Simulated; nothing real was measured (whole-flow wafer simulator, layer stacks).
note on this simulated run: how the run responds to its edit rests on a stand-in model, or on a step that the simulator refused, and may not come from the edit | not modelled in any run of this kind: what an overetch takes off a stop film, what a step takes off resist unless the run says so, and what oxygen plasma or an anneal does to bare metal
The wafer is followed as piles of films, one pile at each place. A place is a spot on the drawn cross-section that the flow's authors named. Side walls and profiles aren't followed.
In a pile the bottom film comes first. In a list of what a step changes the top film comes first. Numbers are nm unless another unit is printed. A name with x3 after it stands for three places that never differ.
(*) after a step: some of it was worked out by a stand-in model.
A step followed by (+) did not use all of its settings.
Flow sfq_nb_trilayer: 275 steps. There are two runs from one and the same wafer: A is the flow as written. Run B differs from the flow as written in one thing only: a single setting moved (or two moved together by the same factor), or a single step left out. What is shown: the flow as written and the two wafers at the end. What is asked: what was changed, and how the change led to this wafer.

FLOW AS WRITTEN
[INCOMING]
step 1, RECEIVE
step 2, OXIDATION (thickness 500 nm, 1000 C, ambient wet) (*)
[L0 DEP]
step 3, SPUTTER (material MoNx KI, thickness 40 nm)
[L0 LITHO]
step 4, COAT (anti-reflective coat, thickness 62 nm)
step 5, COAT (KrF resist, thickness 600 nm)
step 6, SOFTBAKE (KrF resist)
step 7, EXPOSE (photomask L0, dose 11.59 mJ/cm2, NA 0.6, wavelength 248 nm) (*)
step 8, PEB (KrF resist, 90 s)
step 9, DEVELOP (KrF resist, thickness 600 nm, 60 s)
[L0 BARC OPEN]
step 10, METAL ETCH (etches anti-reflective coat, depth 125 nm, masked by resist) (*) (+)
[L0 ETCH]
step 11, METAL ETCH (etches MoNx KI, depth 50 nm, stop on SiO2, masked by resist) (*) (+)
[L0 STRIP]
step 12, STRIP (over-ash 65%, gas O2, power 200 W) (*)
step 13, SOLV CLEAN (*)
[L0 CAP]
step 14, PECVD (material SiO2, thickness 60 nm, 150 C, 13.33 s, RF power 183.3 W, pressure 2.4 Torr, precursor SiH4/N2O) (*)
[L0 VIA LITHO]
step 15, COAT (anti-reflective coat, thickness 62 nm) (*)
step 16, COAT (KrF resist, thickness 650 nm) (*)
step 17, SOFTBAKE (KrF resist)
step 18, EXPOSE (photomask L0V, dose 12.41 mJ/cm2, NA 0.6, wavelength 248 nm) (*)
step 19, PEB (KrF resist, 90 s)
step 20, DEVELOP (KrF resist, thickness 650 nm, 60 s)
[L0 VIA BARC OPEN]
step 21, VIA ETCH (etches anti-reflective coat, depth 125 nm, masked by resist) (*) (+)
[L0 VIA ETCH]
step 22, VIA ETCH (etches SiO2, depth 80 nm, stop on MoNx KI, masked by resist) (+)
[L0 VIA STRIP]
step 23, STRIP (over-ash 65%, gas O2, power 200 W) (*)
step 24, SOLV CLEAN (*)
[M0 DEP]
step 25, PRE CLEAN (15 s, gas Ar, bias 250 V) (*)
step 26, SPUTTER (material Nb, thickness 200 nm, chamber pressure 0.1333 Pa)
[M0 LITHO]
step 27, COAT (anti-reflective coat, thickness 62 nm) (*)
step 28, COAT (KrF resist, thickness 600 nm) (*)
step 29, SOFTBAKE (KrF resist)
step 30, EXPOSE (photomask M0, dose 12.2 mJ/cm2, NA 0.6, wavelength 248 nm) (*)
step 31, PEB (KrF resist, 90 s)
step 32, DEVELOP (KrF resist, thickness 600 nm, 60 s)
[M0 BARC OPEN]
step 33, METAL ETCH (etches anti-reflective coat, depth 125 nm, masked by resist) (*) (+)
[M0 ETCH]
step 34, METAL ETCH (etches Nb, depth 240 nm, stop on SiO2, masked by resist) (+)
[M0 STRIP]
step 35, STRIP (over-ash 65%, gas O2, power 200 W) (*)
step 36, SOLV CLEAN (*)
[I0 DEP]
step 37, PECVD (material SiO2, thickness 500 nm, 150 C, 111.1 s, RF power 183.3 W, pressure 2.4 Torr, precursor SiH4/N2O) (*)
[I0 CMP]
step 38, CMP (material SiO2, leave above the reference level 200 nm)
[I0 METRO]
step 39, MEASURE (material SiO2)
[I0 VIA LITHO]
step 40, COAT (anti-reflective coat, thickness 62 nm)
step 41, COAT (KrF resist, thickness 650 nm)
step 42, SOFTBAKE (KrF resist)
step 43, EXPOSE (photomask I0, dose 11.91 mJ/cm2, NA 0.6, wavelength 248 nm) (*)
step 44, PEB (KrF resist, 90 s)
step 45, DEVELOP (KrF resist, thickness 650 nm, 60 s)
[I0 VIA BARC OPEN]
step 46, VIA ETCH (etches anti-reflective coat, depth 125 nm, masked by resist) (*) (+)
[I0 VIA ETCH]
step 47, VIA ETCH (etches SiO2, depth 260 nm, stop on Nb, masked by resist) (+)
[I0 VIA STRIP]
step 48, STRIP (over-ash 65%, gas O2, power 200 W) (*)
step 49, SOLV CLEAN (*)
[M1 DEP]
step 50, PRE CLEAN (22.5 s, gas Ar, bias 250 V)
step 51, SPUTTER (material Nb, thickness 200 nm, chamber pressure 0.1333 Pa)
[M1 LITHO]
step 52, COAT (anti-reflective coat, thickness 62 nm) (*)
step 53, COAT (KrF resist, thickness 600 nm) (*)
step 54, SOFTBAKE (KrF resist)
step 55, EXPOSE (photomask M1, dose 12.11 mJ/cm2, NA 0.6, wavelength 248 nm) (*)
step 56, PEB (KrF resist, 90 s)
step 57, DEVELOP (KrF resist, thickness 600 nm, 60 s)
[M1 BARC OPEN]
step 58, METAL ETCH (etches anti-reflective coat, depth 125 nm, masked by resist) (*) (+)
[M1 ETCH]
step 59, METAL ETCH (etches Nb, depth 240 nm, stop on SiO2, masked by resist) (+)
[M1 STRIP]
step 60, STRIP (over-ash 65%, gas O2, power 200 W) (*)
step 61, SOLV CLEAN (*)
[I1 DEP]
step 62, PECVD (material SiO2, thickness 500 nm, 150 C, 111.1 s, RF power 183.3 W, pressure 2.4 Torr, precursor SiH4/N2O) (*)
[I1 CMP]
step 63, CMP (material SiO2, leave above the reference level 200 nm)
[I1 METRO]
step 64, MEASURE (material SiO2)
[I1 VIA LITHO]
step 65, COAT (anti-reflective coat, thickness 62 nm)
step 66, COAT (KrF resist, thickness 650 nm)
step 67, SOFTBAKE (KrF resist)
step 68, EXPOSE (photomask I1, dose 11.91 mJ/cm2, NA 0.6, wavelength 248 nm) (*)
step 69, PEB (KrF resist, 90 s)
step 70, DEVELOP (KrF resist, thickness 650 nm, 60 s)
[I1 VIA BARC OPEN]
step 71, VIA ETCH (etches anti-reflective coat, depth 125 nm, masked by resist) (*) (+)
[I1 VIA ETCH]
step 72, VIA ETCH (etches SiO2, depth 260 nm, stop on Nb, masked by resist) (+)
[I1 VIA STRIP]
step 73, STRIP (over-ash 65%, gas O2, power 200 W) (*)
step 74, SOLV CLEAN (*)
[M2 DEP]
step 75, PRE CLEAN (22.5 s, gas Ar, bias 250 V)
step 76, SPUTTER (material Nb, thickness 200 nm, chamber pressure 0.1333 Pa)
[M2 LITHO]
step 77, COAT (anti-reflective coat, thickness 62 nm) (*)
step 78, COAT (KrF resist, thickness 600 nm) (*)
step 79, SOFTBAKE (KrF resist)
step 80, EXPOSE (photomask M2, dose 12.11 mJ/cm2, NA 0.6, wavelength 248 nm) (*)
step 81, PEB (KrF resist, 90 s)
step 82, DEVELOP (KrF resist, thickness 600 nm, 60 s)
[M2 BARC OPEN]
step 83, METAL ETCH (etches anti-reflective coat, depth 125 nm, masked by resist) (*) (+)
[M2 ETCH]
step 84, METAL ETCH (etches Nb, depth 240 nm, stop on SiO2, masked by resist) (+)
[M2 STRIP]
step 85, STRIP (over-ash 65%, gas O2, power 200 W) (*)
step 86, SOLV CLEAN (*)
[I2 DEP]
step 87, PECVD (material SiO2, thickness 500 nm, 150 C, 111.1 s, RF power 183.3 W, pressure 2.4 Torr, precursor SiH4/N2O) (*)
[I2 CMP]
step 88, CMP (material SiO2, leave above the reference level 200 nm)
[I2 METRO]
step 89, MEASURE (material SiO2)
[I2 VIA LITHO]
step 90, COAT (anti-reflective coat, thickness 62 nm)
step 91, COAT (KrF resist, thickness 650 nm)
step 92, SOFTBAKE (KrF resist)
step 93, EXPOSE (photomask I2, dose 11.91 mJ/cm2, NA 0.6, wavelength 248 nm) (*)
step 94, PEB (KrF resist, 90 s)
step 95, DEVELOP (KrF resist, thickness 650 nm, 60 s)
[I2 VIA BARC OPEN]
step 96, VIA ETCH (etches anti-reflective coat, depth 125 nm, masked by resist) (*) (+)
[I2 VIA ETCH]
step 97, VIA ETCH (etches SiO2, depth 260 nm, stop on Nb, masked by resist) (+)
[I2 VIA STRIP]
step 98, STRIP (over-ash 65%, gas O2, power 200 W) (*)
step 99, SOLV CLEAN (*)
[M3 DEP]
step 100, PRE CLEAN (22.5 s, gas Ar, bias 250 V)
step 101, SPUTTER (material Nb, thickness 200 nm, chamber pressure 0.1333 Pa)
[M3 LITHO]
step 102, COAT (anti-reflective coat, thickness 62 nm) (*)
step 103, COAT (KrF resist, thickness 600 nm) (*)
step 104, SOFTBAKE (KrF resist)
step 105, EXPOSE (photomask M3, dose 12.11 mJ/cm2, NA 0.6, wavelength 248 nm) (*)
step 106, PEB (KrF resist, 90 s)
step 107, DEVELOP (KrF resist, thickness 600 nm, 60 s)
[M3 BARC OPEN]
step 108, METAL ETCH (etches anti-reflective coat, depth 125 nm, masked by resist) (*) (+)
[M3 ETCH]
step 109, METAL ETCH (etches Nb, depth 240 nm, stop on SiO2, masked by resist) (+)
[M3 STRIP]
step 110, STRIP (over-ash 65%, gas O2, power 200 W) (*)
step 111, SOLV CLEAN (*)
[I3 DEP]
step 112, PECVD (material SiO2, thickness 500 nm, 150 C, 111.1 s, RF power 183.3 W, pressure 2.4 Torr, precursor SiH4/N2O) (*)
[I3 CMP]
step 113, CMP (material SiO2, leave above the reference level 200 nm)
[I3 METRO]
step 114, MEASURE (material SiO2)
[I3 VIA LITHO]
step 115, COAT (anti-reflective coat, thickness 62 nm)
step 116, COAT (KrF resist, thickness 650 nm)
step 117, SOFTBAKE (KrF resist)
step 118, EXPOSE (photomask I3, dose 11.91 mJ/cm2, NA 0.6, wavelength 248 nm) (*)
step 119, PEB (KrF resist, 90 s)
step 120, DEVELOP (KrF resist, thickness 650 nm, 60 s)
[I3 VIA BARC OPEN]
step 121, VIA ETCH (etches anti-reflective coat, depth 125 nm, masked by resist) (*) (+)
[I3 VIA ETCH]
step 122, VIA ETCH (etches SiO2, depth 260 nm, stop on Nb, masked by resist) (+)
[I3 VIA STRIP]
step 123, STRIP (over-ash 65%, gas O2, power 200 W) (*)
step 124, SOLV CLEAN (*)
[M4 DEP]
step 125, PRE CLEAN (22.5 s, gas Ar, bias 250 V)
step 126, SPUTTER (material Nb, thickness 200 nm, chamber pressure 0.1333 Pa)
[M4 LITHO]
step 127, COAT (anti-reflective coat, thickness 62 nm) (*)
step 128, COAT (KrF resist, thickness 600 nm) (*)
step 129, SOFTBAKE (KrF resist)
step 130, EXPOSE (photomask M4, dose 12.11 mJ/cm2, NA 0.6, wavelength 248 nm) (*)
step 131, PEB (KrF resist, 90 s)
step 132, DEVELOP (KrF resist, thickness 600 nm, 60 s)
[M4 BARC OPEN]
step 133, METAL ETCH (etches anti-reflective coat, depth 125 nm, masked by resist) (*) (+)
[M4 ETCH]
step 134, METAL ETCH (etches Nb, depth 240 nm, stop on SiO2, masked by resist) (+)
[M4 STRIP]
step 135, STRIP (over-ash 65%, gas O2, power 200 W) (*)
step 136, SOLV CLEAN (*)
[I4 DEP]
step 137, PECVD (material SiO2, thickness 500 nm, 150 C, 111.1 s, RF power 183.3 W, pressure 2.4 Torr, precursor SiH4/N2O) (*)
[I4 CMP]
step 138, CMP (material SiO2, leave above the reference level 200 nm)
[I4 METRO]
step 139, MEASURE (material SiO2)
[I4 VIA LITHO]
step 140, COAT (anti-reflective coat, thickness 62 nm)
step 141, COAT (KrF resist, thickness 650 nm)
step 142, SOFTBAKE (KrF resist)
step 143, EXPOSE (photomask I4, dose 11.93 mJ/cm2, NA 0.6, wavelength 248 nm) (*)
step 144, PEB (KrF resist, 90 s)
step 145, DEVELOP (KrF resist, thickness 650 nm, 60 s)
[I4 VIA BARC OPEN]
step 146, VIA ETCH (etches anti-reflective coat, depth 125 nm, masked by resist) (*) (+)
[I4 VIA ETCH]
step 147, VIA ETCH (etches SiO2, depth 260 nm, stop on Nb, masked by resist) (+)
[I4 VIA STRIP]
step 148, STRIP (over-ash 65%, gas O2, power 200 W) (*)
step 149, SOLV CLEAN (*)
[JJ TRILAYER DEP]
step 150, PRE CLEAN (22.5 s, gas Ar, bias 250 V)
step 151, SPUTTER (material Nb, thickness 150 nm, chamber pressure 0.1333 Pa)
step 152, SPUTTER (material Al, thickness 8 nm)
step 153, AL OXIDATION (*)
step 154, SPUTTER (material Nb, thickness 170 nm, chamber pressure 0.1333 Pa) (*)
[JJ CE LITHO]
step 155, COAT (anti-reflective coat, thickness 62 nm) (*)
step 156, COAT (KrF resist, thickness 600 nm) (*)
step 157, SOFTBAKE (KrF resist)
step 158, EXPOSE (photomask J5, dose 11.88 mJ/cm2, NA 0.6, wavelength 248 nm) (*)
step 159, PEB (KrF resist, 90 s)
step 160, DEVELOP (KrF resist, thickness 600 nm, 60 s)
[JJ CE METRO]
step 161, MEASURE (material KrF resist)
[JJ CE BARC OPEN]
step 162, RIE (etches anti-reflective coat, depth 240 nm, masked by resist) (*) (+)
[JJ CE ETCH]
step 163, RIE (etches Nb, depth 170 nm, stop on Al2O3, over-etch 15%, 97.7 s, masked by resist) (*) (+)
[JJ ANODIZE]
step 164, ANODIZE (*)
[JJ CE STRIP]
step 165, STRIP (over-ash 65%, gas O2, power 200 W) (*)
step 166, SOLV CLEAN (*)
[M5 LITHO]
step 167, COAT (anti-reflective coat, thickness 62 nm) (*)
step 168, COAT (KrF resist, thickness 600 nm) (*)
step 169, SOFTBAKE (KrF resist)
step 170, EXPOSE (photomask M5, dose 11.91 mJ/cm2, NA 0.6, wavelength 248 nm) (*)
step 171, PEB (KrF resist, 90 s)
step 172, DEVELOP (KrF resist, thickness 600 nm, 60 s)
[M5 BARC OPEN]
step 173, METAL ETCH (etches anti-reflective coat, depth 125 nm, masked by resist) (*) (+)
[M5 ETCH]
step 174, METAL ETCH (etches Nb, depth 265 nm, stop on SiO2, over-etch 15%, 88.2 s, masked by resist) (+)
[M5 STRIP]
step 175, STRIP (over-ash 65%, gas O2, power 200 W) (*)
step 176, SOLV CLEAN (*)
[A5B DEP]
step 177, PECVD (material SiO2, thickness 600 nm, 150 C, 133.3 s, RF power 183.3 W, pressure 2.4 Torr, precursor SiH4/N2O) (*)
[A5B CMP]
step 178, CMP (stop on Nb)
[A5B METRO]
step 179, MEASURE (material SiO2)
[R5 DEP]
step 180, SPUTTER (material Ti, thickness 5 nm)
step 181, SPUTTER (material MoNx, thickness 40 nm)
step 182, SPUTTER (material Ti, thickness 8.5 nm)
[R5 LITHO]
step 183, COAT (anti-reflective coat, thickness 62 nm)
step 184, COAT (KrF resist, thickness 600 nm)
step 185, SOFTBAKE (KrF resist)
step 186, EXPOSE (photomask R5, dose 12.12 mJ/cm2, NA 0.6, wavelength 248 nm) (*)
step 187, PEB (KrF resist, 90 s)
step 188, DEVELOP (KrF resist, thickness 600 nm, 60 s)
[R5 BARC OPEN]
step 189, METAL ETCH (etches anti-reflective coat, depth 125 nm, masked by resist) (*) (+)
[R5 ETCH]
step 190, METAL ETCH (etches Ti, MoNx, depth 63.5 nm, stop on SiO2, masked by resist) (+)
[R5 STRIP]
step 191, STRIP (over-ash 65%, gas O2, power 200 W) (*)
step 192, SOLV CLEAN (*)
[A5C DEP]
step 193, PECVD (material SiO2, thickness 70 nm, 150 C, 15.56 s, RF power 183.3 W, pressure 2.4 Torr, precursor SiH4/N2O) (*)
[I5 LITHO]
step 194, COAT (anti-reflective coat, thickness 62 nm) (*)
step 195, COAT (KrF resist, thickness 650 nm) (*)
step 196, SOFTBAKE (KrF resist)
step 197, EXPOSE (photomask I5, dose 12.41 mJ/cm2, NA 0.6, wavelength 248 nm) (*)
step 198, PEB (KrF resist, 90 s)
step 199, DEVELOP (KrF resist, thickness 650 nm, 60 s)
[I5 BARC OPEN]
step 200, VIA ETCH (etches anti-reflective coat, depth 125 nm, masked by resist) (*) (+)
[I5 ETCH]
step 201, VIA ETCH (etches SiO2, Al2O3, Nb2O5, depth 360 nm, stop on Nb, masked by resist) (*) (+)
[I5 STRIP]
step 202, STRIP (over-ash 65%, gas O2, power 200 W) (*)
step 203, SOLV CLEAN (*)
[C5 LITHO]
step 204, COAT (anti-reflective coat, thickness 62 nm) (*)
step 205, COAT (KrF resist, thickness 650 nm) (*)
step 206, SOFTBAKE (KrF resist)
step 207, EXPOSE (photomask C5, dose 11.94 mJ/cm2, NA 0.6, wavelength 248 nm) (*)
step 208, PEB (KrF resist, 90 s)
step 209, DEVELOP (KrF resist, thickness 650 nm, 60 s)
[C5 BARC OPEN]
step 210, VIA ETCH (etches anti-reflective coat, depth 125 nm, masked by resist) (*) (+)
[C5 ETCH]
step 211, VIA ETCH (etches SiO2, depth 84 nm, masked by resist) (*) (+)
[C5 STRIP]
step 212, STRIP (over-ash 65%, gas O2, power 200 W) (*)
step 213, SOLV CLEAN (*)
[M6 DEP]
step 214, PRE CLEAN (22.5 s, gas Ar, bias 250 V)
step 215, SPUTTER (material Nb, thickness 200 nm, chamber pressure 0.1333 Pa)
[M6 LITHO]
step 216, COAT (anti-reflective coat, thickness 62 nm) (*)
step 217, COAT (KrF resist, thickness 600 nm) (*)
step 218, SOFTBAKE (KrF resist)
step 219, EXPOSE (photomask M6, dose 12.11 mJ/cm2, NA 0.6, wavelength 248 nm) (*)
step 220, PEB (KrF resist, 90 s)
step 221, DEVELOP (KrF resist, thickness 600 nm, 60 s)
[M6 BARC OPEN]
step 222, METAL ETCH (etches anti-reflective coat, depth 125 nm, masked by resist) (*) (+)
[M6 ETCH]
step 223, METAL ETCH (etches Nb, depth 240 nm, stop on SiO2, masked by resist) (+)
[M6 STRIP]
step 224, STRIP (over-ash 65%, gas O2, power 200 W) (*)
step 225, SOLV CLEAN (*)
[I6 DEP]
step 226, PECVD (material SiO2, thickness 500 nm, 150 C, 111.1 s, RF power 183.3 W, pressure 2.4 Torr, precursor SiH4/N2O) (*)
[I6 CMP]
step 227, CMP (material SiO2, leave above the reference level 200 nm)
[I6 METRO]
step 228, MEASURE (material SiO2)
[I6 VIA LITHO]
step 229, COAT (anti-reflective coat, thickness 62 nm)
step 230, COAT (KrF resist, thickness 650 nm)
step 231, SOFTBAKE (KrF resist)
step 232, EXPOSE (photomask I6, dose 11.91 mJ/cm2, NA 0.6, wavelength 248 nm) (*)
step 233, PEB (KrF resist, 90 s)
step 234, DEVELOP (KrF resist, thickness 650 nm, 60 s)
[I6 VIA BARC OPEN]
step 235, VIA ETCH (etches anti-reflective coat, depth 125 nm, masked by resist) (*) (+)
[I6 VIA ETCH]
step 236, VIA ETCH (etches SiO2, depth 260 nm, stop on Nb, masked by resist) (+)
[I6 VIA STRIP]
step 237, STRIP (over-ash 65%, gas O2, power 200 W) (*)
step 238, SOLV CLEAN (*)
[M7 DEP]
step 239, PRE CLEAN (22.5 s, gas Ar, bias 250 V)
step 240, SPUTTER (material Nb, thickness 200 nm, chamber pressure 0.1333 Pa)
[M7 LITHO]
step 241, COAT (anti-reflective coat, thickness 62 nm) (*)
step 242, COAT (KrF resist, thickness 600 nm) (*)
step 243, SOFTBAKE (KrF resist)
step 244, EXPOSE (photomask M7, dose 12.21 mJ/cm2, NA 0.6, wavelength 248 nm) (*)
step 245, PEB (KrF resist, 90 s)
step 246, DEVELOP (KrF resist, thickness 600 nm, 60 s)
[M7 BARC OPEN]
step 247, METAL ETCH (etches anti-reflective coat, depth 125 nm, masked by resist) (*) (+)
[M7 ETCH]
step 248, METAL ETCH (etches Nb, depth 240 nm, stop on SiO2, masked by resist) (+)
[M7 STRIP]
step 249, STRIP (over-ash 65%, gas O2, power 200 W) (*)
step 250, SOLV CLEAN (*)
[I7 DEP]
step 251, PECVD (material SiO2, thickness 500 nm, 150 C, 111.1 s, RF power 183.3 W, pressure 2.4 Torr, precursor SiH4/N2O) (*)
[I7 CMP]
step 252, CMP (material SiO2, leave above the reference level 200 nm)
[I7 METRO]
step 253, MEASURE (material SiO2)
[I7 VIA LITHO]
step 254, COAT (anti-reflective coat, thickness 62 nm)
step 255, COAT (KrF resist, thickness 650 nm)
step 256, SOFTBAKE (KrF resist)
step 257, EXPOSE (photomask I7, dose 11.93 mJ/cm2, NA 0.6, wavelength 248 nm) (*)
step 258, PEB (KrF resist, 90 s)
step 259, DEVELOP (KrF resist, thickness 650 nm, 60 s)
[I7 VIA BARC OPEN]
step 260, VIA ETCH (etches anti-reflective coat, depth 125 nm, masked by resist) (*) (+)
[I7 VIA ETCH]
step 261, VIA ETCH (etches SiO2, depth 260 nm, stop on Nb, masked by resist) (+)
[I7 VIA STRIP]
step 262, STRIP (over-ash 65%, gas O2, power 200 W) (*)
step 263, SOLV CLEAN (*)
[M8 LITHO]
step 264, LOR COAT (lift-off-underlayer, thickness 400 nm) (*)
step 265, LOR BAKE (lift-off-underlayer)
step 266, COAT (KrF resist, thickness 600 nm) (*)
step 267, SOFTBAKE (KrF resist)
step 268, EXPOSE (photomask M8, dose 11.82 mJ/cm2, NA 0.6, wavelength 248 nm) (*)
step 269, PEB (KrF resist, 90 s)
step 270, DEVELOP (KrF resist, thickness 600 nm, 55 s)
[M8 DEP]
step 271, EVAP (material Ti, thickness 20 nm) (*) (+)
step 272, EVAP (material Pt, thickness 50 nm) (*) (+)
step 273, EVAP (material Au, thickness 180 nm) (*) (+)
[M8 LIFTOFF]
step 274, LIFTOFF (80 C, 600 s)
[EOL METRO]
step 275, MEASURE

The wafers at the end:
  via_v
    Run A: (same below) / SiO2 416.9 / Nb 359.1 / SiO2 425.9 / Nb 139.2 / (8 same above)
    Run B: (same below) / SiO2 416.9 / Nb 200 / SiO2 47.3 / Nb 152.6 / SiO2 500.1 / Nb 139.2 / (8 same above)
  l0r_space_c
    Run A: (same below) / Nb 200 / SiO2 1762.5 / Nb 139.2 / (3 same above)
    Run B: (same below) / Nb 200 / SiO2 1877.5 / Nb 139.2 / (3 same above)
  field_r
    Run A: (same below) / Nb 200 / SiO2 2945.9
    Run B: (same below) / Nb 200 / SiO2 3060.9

The reason: step 113, CMP: leave above the reference level 315 nm was run, though the flow has leave above the reference level 200 nm.

The path from the change to this, step by step:
  step 113, CMP (material SiO2, leave above the reference level 200 nm)
      field_l, be, be_sur and 64 more: A -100 SiO2 | B nothing
      v_sur, via_wl, via_wr and 27 more: A -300 SiO2 | B -185 SiO2
      (as well as at 9 more places)
  step 115, COAT (anti-reflective coat, thickness 62 nm)
      be, p4_fm, wl_g_sr: A +62 anti-reflective coat (new film) | B +64 anti-reflective coat (new film)
      l0r_line_l, m5r_space_l, m5r_space_r: A +62 anti-reflective coat (new film) | B +63.3 anti-reflective coat (new film)
      (as well as at 27 more places)
  step 122, VIA ETCH (etches SiO2, depth 260 nm, stop on Nb, masked by resist) (+)
      via_v: A -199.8 SiO2 (all of it) | B -260 SiO2
  step 123, STRIP (over-ash 65%, gas O2, power 200 W) (*)
      m0r_space_l, m6r_space_l, m7r_space_l: A -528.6 KrF resist (all of it), -62 anti-reflective coat (all of it) | B -531.1 KrF resist (all of it), -64.1 anti-reflective coat (all of it)
      m0r_space_r, m6r_space_r, m7r_space_r: A -528.6 KrF resist (all of it), -62 anti-reflective coat (all of it) | B -531 KrF resist (all of it), -64.2 anti-reflective coat (all of it)
      (as well as at 27 more places)
  step 125, PRE CLEAN (22.5 s, gas Ar, bias 250 V)
      via_v: A -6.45 Nb | B -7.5 SiO2
  step 126, SPUTTER (material Nb, thickness 200 nm, chamber pressure 0.1333 Pa)
      via_v: A +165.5 Nb | B +152.6 Nb (new film)
  step 127, COAT (anti-reflective coat, thickness 62 nm) (*)
      p4_fm, m0r_space_r, m6r_space_r, m7r_space_r: A +62 anti-reflective coat (new film) | B +63.9 anti-reflective coat (new film)
      wl_g_sr, m0r_space_l, m6r_space_l, m7r_space_l: A +62 anti-reflective coat (new film) | B +64 anti-reflective coat (new film)
      (as well as at 25 more places)
  step 128, COAT (KrF resist, thickness 600 nm) (*)
      via_v: A +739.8 KrF resist (new film) | B +793.3 KrF resist (new film)
  step 133, METAL ETCH (etches anti-reflective coat, depth 125 nm, masked by resist) (*) (+)
      wl_g_sr, m0r_space_l, m6r_space_l, m7r_space_l: A -62 anti-reflective coat (all of it) | B -64 anti-reflective coat (all of it)
      m0r_space_r, m6r_space_r, m7r_space_r: A -62 anti-reflective coat (all of it) | B -63.9 anti-reflective coat (all of it)
      (as well as at 13 more places)
  step 135, STRIP (over-ash 65%, gas O2, power 200 W) (*)
      v_sur: A -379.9 KrF resist (all of it), -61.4 anti-reflective coat (all of it) | B -374.1 KrF resist (all of it), -57.3 anti-reflective coat (all of it)
      via_wl: A -379.4 KrF resist (all of it), -61.3 anti-reflective coat (all of it) | B -371.9 KrF resist (all of it), -59.5 anti-reflective coat (all of it)
      (as well as at 12 more places)
  step 137, PECVD (material SiO2, thickness 500 nm, 150 C, 111.1 s, RF power 183.3 W, pressure 2.4 Torr, precursor SiH4/N2O) (*)
      via_v: A +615 SiO2 (new film) | B +664.6 SiO2 (new film)
  step 138, CMP (material SiO2, leave above the reference level 200 nm)
      field_l, be, be_sur and 55 more: A -100 SiO2 | B -85 SiO2
      ln_m5, lsp_m, ln_m6, p4_fl, p4_fm, p4_fr: A -300 SiO2 | B -285 SiO2
      (as well as at 4 more places)
With metal films that touch counted as one body, via_v has 7 bodies (between them, from the top down: SiO2 437.8; SiO2 209 / Al2O3 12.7 / Nb2O5 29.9; SiO2 500.1; SiO2 47.3; SiO2 416.9; SiO2 192.5); the flow as written gives 6 bodies (between them, from the top down: SiO2 437.8; SiO2 209 / Al2O3 12.7 / Nb2O5 29.9; SiO2 425.9; SiO2 416.9; SiO2 192.5).
